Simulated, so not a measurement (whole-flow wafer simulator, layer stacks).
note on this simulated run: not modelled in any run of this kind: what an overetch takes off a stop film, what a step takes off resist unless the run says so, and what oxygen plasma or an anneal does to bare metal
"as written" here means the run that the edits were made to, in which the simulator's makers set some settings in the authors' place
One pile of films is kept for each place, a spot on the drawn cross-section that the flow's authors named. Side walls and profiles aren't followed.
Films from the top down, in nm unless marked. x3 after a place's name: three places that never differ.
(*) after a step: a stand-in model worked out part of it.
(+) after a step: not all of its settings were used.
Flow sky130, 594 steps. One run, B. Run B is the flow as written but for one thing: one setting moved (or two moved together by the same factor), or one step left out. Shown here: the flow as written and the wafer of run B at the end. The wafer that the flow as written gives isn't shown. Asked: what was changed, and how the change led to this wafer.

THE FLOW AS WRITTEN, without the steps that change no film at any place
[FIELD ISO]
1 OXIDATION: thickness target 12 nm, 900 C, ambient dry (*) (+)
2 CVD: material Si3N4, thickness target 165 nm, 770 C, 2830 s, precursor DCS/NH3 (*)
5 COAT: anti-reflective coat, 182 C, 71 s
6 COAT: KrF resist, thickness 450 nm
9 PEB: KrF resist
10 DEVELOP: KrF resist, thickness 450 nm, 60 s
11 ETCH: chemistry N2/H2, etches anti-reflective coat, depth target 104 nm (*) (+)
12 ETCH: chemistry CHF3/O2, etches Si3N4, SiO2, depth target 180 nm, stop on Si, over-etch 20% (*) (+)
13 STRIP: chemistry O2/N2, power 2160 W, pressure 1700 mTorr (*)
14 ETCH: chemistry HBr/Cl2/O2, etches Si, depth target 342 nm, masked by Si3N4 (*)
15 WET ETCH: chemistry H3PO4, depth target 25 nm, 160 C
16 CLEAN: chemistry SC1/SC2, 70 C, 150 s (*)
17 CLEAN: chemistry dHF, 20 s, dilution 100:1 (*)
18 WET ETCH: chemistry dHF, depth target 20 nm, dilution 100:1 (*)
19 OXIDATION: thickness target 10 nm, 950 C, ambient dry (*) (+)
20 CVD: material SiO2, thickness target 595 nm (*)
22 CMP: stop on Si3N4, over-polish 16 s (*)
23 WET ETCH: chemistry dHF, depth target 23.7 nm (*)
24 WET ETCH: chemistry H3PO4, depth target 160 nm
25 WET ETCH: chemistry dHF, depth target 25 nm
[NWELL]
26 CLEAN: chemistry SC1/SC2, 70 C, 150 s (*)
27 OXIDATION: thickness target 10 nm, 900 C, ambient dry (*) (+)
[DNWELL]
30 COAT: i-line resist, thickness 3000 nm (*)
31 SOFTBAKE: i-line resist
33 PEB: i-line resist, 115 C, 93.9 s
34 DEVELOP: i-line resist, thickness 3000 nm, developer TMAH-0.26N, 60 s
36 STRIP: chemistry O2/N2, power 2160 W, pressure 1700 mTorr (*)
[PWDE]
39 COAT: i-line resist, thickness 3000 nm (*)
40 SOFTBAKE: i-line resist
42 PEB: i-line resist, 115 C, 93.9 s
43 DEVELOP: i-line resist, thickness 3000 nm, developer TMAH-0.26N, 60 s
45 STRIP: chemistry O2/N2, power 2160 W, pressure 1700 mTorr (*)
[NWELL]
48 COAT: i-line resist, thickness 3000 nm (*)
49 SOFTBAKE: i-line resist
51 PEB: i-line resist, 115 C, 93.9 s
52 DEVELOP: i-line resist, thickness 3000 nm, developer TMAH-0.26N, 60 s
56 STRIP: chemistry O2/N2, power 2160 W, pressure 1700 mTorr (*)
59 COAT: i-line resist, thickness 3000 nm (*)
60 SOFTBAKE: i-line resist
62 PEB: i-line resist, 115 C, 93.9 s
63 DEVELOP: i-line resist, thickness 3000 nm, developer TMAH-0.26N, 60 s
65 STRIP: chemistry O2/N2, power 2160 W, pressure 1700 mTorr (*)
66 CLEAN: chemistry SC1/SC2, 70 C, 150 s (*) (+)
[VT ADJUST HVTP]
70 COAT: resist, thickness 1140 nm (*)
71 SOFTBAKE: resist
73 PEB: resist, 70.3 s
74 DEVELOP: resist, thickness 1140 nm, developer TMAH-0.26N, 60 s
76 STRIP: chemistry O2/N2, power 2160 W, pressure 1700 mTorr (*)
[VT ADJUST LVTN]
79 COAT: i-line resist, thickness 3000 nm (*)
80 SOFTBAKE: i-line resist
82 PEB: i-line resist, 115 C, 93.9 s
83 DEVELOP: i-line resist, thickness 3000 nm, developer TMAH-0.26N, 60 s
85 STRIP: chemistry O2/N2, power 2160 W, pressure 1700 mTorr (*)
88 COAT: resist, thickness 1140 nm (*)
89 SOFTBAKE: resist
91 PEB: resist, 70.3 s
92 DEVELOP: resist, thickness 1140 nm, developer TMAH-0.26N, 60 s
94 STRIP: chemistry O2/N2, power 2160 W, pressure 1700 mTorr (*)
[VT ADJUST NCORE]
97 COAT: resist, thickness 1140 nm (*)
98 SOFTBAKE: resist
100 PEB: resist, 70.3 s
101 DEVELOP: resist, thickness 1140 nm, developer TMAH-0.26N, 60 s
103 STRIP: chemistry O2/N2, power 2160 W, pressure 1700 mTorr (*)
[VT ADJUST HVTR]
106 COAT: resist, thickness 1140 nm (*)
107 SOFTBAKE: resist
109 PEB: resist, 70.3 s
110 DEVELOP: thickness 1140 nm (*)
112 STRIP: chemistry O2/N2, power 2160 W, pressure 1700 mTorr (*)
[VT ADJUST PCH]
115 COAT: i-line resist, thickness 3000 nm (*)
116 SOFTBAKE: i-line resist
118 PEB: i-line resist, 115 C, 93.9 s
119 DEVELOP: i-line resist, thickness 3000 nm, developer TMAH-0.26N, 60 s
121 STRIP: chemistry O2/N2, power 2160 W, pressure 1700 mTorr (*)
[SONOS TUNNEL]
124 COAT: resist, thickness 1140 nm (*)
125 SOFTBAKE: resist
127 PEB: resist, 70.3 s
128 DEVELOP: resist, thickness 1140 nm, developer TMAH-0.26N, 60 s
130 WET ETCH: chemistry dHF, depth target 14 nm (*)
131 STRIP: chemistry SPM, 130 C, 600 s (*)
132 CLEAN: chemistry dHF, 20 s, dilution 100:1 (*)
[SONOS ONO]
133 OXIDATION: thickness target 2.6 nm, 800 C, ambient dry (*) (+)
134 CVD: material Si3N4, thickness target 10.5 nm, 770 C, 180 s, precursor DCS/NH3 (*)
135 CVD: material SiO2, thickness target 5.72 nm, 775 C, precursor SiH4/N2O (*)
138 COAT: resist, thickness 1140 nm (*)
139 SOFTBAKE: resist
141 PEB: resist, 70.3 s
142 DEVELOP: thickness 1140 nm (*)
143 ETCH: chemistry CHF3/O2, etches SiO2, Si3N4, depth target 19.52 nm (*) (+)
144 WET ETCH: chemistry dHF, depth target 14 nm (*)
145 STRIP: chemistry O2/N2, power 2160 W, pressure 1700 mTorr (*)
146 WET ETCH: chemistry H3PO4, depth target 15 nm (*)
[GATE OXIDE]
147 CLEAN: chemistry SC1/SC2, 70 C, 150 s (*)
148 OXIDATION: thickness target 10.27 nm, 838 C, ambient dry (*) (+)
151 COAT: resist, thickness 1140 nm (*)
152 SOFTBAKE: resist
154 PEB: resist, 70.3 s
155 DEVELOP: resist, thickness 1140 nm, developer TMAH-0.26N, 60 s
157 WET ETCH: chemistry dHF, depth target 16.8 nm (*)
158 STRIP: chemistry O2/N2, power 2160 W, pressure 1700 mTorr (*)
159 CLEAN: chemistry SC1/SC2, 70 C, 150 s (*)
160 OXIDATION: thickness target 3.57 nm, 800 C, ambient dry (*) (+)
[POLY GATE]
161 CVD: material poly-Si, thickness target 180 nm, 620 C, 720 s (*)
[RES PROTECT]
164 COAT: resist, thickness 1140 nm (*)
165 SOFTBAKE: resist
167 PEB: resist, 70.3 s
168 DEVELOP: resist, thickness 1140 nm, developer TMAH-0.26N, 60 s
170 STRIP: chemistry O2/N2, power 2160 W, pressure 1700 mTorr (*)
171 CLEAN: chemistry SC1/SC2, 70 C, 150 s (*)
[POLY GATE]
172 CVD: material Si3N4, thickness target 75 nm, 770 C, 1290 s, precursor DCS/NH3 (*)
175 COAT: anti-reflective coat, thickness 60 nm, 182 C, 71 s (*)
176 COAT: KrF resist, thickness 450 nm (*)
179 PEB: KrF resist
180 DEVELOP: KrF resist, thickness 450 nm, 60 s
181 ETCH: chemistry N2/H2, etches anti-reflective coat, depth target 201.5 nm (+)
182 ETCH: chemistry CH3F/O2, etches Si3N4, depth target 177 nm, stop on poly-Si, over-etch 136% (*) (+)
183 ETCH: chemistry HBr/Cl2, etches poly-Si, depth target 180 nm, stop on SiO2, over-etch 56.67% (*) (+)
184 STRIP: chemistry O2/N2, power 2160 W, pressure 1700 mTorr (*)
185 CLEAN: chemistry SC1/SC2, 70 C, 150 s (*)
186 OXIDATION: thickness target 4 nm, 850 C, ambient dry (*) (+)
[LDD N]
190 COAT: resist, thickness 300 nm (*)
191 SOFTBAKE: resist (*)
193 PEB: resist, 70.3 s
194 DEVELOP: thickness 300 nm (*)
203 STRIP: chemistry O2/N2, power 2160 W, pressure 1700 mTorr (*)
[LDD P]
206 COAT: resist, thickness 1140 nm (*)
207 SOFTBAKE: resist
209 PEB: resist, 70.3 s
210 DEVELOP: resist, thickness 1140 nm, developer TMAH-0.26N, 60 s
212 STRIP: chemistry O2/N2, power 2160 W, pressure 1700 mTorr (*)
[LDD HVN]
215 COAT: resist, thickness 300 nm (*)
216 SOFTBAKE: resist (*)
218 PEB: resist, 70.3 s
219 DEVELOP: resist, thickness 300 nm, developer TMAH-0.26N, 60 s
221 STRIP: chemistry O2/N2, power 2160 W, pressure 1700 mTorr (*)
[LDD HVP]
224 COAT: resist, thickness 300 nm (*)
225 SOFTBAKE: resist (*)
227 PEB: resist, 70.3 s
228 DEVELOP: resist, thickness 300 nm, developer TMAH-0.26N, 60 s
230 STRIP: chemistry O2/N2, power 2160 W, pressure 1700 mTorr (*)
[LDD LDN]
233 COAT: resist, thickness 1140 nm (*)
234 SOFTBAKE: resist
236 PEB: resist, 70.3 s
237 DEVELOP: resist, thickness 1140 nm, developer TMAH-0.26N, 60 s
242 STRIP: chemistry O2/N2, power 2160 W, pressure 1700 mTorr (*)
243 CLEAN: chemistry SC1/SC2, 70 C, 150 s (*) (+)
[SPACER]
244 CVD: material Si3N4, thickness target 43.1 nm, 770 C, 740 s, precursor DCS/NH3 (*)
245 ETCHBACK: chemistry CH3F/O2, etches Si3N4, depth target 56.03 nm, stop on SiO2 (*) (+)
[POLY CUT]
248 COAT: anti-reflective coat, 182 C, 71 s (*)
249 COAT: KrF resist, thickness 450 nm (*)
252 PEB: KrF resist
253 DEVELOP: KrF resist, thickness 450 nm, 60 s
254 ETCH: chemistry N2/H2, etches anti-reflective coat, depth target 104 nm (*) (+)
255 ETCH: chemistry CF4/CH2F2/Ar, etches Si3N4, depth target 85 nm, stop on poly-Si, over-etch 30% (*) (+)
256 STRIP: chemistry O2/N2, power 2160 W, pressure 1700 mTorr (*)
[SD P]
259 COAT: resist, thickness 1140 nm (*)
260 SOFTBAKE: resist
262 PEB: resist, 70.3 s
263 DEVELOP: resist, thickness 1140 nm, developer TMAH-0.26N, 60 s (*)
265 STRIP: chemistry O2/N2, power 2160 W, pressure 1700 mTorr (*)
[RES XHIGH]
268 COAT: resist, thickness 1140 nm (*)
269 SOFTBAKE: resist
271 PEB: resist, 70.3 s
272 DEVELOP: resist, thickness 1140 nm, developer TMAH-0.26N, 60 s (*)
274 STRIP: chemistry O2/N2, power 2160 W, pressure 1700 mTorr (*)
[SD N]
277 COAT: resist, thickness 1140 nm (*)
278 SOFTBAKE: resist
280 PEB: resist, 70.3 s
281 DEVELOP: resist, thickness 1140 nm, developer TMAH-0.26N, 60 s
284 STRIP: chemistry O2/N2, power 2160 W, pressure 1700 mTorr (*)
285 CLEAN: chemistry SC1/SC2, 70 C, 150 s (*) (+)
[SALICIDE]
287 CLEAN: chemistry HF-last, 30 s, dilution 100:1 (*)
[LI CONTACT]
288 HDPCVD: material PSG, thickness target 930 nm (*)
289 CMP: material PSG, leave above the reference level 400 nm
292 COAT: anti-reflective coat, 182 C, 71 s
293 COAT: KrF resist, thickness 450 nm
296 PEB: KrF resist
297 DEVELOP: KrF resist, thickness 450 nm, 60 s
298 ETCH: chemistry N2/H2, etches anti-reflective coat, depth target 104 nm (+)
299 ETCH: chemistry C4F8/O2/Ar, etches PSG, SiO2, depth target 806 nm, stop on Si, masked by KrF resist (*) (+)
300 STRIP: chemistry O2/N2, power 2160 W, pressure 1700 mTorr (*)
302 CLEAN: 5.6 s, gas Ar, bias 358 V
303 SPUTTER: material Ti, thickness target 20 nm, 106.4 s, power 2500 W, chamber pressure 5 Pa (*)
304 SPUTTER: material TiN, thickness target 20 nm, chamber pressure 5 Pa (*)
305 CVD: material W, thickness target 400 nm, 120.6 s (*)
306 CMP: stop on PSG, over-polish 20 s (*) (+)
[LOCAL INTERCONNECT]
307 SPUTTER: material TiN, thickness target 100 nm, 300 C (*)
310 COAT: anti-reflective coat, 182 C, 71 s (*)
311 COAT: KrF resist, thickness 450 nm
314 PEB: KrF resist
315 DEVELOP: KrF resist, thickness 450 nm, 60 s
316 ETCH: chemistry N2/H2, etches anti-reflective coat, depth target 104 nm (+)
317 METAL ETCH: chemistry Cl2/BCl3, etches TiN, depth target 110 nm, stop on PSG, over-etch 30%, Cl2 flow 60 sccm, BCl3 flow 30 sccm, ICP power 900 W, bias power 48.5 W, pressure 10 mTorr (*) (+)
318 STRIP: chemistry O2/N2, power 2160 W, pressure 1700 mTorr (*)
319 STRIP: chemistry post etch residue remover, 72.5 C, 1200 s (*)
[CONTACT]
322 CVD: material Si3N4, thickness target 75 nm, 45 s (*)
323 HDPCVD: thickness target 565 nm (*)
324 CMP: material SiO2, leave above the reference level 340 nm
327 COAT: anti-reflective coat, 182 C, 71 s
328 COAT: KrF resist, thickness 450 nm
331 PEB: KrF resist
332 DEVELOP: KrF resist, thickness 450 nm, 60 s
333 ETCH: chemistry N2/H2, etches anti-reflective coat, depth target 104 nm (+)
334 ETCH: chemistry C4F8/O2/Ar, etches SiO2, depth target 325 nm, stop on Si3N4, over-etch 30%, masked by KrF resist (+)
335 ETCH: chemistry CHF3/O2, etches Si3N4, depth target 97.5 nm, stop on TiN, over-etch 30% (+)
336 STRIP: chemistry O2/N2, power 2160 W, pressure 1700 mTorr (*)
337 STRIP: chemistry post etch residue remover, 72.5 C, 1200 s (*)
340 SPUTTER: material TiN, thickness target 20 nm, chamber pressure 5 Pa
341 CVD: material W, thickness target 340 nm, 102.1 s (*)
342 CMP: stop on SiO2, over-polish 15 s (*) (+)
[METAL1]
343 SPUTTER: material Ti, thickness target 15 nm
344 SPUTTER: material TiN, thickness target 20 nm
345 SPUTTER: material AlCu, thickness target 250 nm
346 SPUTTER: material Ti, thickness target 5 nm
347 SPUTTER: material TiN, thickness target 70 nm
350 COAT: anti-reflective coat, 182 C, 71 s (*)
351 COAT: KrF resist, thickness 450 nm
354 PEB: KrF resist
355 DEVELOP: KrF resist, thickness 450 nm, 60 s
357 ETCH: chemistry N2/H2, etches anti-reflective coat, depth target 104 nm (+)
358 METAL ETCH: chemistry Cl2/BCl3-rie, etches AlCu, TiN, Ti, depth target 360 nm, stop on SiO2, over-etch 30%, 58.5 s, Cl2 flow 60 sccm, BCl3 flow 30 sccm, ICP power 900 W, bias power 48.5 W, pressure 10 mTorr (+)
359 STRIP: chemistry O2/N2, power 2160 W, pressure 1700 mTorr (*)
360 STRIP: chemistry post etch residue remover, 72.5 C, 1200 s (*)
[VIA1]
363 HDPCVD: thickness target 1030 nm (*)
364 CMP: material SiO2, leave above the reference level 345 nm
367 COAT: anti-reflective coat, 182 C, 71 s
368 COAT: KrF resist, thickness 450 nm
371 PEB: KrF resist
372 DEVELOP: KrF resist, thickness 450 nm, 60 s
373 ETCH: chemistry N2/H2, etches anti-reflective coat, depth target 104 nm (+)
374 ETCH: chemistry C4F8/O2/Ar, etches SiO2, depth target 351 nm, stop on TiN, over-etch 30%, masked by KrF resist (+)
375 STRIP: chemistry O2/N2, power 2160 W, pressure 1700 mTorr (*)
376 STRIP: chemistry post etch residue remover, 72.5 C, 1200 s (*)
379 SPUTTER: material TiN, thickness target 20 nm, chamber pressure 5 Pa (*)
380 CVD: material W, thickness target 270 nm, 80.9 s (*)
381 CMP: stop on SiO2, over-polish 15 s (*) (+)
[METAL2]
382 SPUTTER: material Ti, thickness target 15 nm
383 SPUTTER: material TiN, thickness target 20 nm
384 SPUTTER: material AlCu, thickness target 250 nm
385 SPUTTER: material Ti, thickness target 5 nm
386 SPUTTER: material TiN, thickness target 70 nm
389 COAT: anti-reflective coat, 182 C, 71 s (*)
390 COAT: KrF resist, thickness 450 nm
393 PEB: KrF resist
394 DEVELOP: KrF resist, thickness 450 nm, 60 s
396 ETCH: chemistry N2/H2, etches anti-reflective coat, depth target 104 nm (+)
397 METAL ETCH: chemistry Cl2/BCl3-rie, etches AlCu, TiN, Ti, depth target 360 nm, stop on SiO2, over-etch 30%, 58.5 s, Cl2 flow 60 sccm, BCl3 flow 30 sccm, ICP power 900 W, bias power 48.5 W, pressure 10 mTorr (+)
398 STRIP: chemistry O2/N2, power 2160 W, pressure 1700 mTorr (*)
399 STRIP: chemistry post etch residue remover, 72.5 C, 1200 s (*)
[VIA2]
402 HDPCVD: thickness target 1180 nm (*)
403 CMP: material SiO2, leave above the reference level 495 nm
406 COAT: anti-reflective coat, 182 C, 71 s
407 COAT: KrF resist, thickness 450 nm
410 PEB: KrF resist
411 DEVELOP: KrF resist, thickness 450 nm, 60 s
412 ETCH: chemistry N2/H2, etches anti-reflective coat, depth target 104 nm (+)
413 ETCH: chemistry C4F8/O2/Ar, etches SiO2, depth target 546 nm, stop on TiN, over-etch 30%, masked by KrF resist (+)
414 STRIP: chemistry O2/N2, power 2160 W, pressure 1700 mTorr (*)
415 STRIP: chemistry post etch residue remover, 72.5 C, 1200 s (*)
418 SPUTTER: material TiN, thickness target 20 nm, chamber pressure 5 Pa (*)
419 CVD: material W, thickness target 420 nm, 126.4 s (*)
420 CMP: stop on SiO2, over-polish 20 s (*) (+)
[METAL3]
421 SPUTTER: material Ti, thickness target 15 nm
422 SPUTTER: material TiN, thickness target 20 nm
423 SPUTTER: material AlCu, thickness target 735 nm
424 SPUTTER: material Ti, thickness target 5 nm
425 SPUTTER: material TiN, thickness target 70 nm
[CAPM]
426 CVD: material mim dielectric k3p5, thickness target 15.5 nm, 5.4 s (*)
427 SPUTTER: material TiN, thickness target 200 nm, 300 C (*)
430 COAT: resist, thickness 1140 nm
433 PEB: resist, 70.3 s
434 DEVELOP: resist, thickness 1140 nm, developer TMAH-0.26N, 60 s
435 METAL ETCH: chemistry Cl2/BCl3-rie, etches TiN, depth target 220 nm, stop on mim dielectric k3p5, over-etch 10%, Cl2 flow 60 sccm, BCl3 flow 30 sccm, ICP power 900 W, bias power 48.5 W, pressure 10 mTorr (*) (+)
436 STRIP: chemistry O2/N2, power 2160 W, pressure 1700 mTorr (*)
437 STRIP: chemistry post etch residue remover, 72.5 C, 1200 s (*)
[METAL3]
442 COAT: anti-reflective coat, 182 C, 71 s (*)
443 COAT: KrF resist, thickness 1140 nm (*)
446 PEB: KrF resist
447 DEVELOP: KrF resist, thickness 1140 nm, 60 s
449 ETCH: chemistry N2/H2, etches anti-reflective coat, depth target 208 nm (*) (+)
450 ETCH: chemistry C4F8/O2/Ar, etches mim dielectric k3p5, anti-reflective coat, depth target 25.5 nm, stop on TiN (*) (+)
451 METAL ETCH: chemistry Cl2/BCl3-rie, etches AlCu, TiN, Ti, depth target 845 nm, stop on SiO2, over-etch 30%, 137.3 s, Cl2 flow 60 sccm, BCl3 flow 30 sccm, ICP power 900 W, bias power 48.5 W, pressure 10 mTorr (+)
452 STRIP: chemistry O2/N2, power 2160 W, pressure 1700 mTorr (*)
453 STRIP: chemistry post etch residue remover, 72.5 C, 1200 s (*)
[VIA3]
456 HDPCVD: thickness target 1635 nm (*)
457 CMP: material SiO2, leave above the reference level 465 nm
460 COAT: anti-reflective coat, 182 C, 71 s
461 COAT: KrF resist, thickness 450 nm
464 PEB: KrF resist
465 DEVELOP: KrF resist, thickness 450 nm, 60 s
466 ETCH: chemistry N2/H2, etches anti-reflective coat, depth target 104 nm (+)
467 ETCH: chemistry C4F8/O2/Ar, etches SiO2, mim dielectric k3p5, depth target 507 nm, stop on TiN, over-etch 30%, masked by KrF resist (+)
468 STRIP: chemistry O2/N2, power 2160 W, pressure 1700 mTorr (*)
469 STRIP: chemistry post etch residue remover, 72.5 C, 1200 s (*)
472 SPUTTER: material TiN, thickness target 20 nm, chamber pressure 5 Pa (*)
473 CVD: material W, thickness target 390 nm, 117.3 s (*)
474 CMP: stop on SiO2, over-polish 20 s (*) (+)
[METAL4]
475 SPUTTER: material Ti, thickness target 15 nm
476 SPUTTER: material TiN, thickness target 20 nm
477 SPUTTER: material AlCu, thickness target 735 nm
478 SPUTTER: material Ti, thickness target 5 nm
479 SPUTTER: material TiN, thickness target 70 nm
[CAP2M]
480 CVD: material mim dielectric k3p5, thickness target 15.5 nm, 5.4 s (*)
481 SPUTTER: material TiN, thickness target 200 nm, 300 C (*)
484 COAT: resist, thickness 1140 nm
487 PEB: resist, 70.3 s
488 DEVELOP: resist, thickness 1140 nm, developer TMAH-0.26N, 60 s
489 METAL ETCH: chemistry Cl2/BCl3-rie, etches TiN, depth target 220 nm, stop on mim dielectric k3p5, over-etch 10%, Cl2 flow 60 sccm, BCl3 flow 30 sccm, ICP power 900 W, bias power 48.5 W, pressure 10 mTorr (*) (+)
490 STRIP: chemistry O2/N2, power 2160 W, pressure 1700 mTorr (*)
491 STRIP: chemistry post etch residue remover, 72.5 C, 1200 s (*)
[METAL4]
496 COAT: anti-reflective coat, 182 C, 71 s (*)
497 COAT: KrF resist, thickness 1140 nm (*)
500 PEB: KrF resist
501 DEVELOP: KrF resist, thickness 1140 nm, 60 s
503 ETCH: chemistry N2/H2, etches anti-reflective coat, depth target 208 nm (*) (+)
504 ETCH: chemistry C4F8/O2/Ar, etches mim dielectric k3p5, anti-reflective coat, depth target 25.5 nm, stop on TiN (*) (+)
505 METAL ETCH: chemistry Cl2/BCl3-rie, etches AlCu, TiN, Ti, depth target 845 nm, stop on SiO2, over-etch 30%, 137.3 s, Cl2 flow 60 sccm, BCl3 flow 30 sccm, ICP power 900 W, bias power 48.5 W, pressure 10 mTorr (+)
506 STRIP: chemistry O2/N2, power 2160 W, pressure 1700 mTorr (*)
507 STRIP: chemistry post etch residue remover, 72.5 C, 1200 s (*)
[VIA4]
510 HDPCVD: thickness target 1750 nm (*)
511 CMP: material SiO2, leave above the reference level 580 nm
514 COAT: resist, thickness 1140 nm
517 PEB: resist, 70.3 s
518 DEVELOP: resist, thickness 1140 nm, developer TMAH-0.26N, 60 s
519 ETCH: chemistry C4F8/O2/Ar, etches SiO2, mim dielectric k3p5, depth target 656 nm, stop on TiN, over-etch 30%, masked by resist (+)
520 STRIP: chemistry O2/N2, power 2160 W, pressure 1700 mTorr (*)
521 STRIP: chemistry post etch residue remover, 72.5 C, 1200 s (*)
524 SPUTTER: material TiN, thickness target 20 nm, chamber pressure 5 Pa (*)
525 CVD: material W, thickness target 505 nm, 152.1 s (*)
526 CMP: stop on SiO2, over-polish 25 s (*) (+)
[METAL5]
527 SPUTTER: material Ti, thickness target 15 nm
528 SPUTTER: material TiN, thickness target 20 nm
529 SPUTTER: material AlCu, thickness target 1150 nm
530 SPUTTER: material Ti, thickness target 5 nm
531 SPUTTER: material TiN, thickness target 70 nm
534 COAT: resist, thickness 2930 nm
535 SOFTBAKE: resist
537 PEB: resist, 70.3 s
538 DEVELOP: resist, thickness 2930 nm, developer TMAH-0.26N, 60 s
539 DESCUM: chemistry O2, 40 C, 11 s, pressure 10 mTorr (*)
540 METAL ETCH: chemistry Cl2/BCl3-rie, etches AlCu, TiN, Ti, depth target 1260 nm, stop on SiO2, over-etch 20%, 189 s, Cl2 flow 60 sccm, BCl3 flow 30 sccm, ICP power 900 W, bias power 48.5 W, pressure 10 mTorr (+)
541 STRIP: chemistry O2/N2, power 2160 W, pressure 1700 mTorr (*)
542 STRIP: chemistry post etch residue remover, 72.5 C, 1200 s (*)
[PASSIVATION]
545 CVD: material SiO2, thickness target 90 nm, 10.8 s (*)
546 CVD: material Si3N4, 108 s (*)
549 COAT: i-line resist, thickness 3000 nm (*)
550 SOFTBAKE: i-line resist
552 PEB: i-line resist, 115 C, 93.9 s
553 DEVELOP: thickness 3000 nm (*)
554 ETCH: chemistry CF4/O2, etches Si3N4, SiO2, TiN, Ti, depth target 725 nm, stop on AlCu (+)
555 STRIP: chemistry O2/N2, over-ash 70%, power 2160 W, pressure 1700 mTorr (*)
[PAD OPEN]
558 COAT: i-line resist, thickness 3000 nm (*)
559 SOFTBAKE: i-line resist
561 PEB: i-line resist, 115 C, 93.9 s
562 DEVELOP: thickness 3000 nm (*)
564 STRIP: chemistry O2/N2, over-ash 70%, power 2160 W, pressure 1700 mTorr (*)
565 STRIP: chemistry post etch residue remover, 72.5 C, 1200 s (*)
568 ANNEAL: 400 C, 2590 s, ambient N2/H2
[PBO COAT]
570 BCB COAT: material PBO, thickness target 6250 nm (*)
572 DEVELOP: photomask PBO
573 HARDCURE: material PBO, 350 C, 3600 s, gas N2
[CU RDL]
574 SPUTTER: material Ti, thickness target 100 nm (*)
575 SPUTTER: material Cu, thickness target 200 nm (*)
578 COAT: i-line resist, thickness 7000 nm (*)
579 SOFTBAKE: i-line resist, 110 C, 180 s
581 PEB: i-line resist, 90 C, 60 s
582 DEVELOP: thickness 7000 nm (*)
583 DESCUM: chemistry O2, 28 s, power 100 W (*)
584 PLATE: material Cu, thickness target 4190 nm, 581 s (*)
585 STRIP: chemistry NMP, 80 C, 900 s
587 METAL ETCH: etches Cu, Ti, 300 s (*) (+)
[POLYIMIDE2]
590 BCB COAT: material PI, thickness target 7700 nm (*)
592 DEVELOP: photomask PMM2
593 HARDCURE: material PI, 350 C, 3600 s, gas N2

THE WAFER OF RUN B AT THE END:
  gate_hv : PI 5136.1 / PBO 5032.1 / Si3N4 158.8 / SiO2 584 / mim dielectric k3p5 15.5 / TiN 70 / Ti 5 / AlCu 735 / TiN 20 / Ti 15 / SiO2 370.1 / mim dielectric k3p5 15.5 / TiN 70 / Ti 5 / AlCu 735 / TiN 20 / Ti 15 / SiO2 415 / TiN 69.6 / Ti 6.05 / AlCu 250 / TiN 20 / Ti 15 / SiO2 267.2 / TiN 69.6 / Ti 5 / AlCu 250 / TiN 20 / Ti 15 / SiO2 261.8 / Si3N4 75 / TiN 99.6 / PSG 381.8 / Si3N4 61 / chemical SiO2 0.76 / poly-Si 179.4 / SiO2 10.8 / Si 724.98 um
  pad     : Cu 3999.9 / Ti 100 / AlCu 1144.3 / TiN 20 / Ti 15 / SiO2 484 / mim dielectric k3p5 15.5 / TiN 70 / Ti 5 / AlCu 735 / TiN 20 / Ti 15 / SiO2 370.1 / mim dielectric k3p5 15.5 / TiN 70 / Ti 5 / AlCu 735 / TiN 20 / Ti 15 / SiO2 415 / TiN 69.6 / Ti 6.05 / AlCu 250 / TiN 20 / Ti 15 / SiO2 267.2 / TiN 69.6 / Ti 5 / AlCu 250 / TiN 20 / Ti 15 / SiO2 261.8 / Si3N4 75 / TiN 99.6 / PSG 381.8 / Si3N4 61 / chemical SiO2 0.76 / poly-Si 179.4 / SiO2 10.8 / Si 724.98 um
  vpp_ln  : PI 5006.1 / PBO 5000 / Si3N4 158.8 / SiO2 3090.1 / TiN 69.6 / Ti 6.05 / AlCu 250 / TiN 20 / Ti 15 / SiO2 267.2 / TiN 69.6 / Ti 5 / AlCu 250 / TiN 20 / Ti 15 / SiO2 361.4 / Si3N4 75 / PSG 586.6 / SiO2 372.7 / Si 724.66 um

The cause: step 385, SPUTTER: thickness target 6.05 nm was run, where the flow has thickness target 5 nm.
It can be read off the wafer: gate_hv has Ti 6.05, and step 385 as written asks for 5 nm.

How the change led to this, step by step:
  385 SPUTTER: material Ti, thickness target 5 nm
      field, active, n_well and 188 more: Ti +6.05 (new film) (as written it would be: Ti +5 (new film))
  397 METAL ETCH: chemistry Cl2/BCl3-rie, etches AlCu, TiN, Ti, depth target 360 nm, stop on SiO2, over-etch 30%, 58.5 s, Cl2 flow 60 sccm, BCl3 flow 30 sccm, ICP power 900 W, bias power 48.5 W, pressure 10 mTorr (+)
      field, active, gate and 82 more: TiN -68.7 (all of it), Ti -6.05 (all of it), AlCu -250 (all of it), TiN -20 (all of it), Ti -15 (all of it), SiO2 -10.8 (as written it would be: TiN -68.7 (all of it), Ti -5 (all of it), AlCu -250 (all of it), TiN -20 (all of it), Ti -15 (all of it), SiO2 -10.9)
